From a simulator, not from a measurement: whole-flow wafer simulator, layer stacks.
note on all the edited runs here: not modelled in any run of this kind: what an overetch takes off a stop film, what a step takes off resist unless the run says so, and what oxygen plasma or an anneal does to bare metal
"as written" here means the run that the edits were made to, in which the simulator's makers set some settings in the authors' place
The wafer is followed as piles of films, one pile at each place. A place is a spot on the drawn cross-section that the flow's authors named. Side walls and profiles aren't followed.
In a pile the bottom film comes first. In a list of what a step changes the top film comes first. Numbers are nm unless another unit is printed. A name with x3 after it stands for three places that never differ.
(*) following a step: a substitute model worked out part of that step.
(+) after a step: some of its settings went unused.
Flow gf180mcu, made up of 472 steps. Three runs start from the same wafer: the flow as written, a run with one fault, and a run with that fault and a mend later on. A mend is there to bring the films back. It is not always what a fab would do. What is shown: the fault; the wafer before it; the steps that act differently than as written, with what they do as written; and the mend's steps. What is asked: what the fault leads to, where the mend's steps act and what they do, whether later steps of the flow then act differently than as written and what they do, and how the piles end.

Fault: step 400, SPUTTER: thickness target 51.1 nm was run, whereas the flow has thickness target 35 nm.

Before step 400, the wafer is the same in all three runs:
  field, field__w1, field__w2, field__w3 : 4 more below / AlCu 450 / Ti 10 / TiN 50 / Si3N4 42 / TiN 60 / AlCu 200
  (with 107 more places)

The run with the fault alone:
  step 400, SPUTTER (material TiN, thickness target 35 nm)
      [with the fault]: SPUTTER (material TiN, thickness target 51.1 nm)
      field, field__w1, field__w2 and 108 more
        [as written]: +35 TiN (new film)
        [with the fault]: +51.1 TiN (new film)
  Later steps of the flow acting differently than as written (7 other steps are not shown; they differ only slightly, by no more than 2% or 0.5 nm, whichever is larger):
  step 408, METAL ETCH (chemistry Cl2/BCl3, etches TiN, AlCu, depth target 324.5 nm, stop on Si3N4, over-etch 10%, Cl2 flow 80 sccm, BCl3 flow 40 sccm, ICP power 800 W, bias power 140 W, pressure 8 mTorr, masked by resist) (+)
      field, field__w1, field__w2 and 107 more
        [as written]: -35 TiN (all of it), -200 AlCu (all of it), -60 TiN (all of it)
        [with the fault]: -51.1 TiN (all of it), -200 AlCu (all of it), -60 TiN (all of it)
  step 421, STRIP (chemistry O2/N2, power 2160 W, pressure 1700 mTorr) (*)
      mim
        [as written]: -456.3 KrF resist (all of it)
        [with the fault]: -444.3 KrF resist (all of it)
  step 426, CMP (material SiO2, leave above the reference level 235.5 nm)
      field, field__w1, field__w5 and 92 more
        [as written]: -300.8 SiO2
        [with the fault]: -284.7 SiO2
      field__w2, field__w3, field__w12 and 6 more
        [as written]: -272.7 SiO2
        [with the fault]: -256.6 SiO2
  At mim, the piles at the end differ from the flow's by more than 2% or 0.5 nm, whichever is larger.
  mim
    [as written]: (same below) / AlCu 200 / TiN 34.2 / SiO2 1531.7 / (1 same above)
    [with the fault]: (same below) / AlCu 200 / TiN 50.3 / SiO2 1531.7 / (1 same above)

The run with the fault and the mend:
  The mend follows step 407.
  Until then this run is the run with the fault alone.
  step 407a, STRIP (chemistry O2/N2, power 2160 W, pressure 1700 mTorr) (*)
      mim
        -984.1 resist (all of it)
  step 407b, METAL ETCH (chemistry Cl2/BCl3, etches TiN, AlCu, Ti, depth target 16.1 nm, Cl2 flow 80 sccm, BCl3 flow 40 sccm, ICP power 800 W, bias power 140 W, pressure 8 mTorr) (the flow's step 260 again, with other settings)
      field, field__w1, field__w2 and 108 more
        -16.1 TiN
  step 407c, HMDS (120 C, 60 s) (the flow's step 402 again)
      does not change any film at any place that is followed
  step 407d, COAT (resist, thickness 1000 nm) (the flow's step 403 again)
      field, field__w1, field__w2 and 108 more
        +1000 resist (new film)
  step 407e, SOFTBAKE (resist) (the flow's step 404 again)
      does not change any film at any place that is followed
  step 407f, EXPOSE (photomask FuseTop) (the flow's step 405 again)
      does not change any film at any place that is followed
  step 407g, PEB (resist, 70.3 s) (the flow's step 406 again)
      field, field__w1, field__w2 and 108 more
        -15.9 resist
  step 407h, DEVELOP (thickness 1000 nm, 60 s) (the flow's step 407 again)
      field, field__w1, field__w2 and 107 more
        -984.1 resist (all of it)
  Later steps of the flow that are run all act as written at every place that is followed.
  By the end, the piles equal the flow's at every place that both follow.
